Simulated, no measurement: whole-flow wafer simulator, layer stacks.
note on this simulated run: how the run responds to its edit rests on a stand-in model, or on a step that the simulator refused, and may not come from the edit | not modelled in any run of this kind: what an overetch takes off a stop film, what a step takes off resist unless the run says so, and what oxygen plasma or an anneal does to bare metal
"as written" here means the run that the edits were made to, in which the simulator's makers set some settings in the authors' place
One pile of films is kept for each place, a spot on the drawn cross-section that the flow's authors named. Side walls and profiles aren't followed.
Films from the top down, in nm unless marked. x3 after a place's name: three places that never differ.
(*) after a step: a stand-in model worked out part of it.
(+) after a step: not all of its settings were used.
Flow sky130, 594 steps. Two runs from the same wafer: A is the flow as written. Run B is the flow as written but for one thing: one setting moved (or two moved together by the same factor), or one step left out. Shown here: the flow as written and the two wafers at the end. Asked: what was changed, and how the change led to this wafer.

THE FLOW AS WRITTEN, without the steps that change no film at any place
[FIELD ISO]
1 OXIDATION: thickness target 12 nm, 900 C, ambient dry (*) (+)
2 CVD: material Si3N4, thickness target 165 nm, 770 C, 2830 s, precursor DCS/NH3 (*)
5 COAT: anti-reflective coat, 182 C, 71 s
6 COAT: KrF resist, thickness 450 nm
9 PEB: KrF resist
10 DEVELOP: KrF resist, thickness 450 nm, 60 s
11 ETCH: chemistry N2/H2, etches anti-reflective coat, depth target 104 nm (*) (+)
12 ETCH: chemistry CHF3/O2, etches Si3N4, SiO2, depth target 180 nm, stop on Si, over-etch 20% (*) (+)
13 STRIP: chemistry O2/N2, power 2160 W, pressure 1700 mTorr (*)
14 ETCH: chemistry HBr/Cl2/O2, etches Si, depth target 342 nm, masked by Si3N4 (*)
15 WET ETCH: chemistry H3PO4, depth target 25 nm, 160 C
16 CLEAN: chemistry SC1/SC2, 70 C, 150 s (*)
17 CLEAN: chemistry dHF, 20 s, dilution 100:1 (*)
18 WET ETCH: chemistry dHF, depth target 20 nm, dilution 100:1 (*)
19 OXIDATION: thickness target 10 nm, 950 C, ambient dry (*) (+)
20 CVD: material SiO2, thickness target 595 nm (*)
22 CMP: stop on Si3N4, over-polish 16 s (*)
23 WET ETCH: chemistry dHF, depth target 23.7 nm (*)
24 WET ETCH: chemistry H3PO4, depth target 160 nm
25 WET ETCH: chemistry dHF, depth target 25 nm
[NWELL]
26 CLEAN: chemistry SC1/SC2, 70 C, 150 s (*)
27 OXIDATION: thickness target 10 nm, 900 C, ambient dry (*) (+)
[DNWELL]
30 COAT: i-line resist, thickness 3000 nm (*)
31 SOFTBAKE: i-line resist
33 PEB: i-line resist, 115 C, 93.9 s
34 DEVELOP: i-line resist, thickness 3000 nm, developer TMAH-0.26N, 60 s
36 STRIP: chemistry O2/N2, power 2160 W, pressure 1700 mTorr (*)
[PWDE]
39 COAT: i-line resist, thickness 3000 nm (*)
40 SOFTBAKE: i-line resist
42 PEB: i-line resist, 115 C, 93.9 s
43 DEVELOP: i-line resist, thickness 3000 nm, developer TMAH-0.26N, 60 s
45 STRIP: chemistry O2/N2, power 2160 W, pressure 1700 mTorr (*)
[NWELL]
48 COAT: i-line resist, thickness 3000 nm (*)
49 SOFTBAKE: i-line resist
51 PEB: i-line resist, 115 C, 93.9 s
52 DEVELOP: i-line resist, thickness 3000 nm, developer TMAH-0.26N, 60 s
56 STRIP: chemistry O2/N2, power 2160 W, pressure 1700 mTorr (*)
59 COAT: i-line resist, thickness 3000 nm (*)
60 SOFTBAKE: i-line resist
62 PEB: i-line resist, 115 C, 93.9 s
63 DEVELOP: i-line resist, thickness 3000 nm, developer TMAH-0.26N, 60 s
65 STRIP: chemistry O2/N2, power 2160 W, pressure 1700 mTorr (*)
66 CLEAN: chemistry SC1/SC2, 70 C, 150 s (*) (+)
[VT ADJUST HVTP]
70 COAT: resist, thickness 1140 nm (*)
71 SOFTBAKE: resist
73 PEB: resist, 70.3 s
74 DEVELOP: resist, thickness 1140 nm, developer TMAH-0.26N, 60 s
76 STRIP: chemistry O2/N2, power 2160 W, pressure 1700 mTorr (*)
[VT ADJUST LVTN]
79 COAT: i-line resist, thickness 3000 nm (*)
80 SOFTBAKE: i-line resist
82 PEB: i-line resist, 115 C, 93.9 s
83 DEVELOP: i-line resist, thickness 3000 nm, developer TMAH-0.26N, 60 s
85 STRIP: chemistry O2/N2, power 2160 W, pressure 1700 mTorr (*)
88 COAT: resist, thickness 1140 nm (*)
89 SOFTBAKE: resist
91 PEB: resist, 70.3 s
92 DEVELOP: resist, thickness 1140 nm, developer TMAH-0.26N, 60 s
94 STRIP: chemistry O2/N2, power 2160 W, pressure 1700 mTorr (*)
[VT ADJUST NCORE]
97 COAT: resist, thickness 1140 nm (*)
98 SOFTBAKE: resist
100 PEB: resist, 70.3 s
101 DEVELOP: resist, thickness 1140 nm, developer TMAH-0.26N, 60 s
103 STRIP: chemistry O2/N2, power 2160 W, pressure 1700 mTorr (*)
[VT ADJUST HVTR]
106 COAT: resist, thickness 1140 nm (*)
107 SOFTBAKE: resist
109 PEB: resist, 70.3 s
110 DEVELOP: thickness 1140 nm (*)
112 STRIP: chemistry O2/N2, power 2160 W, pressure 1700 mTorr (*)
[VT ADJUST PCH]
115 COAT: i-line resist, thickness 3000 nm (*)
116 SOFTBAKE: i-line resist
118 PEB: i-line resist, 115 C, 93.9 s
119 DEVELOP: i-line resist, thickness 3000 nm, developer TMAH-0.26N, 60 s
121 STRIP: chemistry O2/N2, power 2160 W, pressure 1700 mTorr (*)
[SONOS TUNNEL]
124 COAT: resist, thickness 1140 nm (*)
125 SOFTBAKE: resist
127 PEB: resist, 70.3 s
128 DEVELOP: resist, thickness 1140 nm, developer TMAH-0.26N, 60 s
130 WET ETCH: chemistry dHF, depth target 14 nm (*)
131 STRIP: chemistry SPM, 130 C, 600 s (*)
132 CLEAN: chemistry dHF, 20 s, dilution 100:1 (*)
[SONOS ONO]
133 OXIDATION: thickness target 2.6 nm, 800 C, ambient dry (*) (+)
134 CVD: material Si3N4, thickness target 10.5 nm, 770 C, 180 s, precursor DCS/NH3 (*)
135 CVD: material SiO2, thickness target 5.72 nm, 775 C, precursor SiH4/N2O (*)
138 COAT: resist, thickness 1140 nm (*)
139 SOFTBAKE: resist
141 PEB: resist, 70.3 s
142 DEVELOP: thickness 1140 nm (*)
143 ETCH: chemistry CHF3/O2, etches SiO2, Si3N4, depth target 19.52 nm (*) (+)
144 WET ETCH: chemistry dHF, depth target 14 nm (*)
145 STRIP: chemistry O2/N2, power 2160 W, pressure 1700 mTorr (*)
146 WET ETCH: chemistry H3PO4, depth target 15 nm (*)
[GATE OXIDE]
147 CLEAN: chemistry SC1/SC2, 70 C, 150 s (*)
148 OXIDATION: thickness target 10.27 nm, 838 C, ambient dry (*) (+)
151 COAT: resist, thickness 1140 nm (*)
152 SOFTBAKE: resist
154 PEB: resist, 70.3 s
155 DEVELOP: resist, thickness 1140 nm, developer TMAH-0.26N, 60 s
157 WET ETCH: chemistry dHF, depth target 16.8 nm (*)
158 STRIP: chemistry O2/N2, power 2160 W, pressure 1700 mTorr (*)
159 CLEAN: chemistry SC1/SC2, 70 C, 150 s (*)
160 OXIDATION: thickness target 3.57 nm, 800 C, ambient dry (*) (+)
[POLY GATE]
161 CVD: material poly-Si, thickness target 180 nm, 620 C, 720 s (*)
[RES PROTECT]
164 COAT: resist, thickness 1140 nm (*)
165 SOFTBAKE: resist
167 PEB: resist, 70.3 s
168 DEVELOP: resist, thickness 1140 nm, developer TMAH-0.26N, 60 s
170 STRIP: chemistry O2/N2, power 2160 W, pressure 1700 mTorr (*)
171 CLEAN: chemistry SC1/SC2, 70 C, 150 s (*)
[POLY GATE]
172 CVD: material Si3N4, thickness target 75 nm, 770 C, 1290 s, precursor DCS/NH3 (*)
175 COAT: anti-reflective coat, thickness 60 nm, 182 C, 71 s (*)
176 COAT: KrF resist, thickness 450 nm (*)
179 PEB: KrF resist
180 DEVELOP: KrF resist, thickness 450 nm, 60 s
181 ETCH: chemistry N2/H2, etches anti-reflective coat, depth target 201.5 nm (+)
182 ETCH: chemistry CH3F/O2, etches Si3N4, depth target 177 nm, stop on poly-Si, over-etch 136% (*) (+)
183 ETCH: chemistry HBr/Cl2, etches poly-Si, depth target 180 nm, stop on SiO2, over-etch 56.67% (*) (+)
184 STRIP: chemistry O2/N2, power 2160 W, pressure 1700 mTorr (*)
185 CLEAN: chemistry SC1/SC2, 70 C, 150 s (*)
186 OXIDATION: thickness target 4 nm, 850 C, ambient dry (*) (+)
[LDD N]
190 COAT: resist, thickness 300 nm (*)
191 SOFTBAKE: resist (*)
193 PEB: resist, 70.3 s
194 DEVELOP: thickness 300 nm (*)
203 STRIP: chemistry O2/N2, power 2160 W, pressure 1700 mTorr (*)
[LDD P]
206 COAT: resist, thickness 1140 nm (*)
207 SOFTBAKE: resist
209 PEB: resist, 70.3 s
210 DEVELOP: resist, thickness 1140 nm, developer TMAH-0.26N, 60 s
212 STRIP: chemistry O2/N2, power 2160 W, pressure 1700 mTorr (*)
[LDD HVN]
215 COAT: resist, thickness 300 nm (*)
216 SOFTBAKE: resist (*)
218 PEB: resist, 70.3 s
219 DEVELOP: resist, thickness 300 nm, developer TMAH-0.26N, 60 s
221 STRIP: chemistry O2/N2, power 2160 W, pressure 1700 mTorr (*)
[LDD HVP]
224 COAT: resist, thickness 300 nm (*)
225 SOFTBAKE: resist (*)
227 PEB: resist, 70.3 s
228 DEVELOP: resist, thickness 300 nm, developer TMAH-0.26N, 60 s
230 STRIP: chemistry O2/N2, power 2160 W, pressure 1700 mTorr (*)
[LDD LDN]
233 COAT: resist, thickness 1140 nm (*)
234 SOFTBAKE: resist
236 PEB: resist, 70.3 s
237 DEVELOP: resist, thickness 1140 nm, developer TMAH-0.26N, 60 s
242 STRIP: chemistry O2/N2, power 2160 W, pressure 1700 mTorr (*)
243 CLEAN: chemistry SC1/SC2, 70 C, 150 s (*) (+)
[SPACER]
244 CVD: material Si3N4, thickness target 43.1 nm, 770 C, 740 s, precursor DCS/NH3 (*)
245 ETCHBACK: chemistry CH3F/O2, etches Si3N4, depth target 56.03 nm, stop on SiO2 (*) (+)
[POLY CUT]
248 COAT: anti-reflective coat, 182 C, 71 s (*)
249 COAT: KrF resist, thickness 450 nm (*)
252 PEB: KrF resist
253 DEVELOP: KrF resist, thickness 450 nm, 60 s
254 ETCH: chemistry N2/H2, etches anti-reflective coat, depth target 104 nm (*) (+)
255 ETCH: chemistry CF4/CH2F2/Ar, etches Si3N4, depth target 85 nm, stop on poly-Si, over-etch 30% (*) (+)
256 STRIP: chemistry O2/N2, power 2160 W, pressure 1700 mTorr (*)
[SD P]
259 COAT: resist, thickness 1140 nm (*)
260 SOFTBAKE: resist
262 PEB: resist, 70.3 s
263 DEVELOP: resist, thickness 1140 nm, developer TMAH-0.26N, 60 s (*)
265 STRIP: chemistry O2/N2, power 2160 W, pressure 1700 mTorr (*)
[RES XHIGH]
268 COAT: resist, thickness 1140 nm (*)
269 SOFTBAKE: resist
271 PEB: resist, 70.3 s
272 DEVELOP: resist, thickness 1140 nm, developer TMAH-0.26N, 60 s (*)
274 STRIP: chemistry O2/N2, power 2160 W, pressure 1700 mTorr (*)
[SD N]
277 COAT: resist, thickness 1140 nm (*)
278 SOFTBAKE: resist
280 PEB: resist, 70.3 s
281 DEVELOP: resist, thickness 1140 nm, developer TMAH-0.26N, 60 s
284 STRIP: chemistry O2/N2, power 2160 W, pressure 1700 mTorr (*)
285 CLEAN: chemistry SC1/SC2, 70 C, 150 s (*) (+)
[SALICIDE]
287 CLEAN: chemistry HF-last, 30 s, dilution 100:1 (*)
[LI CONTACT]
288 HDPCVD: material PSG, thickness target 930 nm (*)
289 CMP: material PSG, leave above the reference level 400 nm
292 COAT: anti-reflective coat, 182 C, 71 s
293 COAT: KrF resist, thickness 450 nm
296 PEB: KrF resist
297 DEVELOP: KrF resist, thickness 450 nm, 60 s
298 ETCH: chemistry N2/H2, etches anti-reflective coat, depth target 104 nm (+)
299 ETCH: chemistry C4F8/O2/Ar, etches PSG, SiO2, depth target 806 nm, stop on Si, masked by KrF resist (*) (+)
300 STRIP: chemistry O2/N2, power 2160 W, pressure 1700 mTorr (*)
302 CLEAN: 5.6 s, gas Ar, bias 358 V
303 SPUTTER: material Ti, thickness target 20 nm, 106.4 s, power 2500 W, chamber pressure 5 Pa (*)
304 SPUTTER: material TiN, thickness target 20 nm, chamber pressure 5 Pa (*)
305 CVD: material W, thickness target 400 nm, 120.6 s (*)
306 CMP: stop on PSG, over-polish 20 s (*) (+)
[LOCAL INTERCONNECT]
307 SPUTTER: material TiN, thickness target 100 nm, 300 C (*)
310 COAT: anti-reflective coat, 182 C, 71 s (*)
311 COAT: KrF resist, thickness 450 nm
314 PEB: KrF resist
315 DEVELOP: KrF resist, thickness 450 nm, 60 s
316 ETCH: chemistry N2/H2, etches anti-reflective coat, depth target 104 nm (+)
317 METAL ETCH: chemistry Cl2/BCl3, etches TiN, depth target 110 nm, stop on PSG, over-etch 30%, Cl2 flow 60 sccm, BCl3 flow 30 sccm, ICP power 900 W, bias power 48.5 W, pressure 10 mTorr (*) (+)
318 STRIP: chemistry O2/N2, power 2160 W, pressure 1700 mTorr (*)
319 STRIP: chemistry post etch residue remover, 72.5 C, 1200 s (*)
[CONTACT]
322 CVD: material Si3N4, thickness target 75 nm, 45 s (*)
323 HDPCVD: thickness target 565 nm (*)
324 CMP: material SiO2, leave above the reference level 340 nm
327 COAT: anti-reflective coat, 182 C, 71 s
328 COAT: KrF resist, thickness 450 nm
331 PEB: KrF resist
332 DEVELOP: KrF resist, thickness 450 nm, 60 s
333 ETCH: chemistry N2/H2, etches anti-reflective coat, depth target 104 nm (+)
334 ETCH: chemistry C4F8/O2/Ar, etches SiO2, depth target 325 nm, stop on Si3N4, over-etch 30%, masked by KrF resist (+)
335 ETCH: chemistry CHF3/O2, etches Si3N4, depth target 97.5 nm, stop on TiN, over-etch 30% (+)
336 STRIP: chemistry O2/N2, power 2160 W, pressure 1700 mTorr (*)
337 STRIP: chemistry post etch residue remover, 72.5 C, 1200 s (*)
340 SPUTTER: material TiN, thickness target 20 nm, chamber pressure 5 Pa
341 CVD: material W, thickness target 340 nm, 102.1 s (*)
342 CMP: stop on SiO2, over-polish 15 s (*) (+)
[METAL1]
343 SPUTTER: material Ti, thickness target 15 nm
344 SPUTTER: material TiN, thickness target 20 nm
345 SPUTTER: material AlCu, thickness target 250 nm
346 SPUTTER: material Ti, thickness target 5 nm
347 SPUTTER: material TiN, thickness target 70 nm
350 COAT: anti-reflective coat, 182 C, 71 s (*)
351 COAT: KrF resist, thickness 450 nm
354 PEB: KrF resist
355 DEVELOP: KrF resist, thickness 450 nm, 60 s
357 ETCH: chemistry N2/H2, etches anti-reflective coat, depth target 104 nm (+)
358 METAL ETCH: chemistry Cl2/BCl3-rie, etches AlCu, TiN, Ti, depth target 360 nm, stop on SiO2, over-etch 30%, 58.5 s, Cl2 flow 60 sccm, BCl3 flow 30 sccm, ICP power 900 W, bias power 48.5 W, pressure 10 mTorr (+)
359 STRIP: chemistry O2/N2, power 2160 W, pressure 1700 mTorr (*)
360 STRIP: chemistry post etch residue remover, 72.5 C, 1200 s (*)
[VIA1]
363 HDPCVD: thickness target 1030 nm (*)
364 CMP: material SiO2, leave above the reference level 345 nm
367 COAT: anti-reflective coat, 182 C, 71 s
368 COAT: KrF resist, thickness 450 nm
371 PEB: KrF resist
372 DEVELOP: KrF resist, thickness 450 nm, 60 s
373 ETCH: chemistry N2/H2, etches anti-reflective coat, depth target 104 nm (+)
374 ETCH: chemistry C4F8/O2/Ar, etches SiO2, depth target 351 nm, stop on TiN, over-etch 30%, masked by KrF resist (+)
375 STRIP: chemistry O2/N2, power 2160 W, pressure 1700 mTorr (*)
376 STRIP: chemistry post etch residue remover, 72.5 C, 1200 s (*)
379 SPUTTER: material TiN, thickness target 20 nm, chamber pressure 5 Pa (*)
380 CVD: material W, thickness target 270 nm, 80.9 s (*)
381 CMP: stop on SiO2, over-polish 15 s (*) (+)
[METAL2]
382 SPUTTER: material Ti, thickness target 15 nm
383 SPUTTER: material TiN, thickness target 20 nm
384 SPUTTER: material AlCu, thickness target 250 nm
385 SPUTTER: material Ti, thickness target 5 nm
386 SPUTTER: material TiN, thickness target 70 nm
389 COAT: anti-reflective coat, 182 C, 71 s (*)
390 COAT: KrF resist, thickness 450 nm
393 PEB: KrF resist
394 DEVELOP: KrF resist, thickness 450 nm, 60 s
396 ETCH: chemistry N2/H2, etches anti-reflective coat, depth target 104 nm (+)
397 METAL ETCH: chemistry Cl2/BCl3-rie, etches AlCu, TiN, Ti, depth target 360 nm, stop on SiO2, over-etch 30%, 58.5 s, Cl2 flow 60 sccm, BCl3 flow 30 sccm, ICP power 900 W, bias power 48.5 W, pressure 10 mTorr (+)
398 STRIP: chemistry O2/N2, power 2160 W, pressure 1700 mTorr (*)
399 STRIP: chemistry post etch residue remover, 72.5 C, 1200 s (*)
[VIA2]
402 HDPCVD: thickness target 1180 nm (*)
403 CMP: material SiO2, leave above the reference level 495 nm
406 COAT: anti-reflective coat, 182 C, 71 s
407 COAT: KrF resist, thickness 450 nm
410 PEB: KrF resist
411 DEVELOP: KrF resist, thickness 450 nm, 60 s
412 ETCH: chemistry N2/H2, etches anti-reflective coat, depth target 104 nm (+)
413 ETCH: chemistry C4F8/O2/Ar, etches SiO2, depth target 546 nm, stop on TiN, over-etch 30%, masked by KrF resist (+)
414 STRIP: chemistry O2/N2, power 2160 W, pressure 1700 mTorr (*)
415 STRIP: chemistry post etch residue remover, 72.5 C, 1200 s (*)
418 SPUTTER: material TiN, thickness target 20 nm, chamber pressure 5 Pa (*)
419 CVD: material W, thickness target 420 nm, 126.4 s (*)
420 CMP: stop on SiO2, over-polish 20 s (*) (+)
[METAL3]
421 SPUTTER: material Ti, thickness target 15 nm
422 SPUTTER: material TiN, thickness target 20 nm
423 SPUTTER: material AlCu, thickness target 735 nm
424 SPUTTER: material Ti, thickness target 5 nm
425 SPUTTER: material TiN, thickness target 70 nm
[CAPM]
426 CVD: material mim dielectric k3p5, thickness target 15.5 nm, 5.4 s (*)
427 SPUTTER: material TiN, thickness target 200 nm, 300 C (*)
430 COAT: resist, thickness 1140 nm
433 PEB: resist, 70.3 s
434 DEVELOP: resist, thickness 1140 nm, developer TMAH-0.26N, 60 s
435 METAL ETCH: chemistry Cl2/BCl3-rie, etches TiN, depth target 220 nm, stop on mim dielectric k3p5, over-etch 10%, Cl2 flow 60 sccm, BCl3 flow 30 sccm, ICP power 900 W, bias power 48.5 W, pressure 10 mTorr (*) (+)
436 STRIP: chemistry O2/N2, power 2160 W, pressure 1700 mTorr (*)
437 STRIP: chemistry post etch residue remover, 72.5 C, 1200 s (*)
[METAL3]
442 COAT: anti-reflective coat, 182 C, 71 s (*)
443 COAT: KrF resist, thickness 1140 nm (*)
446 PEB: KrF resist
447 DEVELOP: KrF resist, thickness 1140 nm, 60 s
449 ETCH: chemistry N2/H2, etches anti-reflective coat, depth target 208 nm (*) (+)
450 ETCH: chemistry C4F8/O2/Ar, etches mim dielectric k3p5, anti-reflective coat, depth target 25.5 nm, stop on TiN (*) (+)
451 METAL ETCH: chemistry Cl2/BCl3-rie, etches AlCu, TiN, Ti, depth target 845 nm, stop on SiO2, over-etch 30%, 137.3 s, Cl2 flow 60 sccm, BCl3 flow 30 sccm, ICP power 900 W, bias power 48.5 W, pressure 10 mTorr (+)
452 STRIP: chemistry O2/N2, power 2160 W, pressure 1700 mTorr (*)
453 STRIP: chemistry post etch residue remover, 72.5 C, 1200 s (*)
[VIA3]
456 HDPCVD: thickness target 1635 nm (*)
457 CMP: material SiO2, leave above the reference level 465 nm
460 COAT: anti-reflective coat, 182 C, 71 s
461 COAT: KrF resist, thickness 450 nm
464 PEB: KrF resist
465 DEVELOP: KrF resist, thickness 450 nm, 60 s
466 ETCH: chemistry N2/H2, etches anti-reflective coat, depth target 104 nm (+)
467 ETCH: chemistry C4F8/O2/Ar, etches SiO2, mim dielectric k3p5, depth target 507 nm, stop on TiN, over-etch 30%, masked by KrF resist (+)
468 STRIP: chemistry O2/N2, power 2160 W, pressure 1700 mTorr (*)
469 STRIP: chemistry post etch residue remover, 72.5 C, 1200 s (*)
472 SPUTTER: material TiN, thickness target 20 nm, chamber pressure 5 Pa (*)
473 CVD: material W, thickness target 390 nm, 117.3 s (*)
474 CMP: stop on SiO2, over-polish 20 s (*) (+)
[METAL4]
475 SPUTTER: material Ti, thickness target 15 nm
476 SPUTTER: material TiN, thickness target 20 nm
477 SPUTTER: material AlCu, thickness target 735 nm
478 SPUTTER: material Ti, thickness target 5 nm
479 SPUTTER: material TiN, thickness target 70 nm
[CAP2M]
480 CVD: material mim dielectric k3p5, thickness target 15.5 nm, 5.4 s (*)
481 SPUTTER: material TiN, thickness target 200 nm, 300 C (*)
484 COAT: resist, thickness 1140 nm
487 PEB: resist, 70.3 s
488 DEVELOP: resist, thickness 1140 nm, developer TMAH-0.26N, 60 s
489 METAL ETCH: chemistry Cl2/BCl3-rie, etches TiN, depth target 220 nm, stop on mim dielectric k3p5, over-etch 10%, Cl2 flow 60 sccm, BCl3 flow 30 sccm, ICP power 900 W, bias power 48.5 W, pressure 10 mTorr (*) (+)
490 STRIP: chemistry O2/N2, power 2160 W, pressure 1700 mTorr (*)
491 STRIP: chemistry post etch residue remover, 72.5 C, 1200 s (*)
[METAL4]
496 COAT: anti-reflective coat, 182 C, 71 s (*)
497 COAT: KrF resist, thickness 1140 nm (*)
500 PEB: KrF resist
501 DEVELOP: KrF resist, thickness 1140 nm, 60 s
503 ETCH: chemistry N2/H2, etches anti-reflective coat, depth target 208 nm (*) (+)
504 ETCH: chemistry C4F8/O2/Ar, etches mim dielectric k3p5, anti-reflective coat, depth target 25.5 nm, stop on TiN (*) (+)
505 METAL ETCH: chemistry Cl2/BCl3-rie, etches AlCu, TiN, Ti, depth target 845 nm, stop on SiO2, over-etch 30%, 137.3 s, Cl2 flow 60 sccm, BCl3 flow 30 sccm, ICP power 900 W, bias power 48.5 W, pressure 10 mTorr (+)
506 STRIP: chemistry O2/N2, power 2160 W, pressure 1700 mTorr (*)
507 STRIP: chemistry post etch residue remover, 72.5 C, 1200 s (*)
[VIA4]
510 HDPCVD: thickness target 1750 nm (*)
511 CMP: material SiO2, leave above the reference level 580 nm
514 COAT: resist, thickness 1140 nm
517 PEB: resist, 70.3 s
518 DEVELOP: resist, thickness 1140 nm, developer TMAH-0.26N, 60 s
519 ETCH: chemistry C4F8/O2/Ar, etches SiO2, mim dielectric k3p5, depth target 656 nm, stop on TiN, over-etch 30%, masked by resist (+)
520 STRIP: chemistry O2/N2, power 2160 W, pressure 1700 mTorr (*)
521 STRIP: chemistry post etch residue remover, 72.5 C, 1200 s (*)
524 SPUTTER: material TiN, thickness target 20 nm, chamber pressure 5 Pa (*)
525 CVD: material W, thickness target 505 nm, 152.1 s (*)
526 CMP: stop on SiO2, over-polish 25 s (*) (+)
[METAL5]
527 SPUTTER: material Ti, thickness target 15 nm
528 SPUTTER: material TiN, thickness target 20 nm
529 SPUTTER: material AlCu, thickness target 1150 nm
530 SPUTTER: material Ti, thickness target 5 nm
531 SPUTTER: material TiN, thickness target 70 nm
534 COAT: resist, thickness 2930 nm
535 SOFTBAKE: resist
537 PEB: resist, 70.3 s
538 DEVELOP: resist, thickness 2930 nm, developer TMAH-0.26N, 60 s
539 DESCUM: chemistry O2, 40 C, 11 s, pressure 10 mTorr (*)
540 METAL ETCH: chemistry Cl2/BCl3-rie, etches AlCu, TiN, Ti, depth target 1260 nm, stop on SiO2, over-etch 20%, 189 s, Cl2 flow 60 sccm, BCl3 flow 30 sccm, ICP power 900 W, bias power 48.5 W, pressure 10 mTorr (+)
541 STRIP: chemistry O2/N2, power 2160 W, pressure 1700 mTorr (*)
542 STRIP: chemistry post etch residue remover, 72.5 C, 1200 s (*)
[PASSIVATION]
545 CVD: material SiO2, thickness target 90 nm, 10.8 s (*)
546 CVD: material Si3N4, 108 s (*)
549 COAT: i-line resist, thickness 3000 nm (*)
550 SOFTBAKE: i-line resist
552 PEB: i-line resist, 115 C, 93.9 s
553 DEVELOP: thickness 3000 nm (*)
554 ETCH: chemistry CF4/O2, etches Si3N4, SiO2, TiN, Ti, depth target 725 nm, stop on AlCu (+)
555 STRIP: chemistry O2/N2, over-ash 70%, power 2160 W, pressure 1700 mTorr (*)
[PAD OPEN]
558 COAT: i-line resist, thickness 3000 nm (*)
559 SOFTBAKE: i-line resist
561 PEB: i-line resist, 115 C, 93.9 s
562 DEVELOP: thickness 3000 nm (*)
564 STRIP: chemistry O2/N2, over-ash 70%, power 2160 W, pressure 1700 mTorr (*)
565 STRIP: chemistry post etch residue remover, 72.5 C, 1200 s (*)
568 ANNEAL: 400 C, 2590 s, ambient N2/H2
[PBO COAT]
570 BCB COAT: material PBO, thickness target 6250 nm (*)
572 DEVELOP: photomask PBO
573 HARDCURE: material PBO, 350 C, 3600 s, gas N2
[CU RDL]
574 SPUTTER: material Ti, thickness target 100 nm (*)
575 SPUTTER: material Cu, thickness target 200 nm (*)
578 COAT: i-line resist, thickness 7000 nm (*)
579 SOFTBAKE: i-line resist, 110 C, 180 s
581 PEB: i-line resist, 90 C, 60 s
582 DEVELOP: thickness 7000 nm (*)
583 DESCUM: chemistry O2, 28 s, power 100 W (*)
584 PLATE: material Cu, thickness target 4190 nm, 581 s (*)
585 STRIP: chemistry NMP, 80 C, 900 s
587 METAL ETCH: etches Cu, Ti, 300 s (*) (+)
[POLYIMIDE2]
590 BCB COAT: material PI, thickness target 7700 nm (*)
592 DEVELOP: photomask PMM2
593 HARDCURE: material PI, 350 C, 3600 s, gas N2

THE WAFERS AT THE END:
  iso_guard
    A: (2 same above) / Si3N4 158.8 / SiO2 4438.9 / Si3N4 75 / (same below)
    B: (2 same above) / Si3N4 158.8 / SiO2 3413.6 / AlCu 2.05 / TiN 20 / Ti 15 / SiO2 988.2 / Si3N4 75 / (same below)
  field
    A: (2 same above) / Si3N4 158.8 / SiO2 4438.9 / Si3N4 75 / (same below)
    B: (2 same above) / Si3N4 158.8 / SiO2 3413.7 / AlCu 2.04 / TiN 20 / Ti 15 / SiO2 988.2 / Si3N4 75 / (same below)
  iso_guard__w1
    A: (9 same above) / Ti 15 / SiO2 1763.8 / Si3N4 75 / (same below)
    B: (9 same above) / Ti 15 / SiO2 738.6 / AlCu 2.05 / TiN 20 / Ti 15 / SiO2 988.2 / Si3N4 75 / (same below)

The cause: step 397, METAL ETCH: depth target 243 nm was run, where the flow has depth target 360 nm; step 397, METAL ETCH: 39.5 s was run, where the flow has 58.5 s.

How the change led to this, step by step:
  397 METAL ETCH: chemistry Cl2/BCl3-rie, etches AlCu, TiN, Ti, depth target 360 nm, stop on SiO2, over-etch 30%, 58.5 s, Cl2 flow 60 sccm, BCl3 flow 30 sccm, ICP power 900 W, bias power 48.5 W, pressure 10 mTorr (+)
      field, active, gate and 82 more: A TiN -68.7 (all of it), Ti -5 (all of it), AlCu -250 (all of it), TiN -20 (all of it), Ti -15 (all of it), SiO2 -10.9 | B TiN -68.7 (all of it), Ti -5 (all of it), AlCu -242.2
      n_well, p_well, sd_n and 87 more: A KrF resist -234 | B KrF resist -157.9
      (and at 16 more places)
  398 STRIP: chemistry O2/N2, power 2160 W, pressure 1700 mTorr (*)
      gate_hv, mim, dice_street and 96 more: A KrF resist -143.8 (all of it), anti-reflective coat -80 (all of it) | B KrF resist -219.9 (all of it), anti-reflective coat -80 (all of it)
      n_well, p_well, sd_n, sd_p, pad: A KrF resist -143.8 (all of it), anti-reflective coat -80 (all of it) | B KrF resist -219.8 (all of it), anti-reflective coat -80 (all of it)
      (and at 2 more places)
  399 STRIP: chemistry post etch residue remover, 72.5 C, 1200 s (*)
      field, active, gate and 82 more: A nothing | B AlCu -5.72
  402 HDPCVD: thickness target 1180 nm (*)
      field, active, gate and 82 more: A SiO2 +1180 | B SiO2 +1180 (new film)
  403 CMP: material SiO2, leave above the reference level 495 nm
      field, active, gate and 82 more: A SiO2 -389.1 | B SiO2 -437
Counting metal films that touch as one body, iso_guard has 1 body; the flow as written gives 0 bodies.
Counting metal films that touch as one body, field has 1 body; the flow as written gives 0 bodies.
Counting metal films that touch as one body, iso_guard__w1 has 2 bodies (between them, from the top down: SiO2 738.6); the flow as written gives 1 body.
